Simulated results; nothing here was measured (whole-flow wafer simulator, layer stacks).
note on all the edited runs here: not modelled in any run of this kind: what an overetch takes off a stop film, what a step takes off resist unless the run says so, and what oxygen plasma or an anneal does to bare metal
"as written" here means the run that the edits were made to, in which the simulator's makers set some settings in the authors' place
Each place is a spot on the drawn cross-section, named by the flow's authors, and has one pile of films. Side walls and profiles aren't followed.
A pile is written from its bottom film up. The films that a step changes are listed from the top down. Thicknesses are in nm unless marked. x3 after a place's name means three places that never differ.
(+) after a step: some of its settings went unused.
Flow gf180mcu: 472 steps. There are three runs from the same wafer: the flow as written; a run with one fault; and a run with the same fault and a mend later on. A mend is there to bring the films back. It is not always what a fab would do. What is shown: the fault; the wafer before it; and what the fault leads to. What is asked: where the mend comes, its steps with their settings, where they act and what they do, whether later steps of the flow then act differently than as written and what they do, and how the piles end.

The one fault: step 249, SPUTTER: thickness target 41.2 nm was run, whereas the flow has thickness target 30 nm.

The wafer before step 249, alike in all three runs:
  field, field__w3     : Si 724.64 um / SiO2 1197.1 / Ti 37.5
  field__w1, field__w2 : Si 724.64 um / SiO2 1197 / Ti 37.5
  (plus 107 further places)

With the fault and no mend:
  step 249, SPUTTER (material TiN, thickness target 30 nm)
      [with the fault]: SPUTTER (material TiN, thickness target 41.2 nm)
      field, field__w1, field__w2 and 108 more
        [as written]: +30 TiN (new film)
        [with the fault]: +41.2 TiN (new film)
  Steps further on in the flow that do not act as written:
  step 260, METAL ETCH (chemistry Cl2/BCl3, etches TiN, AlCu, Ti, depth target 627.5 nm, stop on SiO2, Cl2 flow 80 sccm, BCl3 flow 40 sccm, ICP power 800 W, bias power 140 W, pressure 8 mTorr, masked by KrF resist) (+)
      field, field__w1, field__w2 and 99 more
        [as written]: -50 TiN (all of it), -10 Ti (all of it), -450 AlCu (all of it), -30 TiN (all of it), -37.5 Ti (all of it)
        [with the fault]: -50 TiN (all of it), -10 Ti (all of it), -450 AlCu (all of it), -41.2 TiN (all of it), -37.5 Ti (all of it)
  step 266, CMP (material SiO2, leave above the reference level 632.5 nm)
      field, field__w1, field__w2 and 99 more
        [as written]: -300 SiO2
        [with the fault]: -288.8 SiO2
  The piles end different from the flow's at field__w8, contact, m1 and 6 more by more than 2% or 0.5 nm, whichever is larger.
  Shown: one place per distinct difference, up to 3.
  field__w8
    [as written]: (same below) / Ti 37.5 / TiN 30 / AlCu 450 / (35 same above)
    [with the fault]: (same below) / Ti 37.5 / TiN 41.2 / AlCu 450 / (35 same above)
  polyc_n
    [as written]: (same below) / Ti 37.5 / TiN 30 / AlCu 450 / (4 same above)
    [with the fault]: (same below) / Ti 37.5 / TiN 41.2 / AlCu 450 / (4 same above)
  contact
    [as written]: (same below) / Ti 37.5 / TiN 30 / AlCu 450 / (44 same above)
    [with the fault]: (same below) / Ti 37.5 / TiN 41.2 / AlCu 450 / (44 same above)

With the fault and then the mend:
  The mend stands after step 249.
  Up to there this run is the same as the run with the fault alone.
  step 249a, METAL ETCH (chemistry Cl2/BCl3, etches TiN, AlCu, Ti, depth target 11.2 nm, Cl2 flow 80 sccm, BCl3 flow 40 sccm, ICP power 800 W, bias power 140 W, pressure 8 mTorr)
      field, field__w1, field__w2 and 108 more
        -11.2 TiN
  Every later step of the flow that is run acts as written at every place that is followed.
  At every place that both follow, the piles at the end match the flow's.
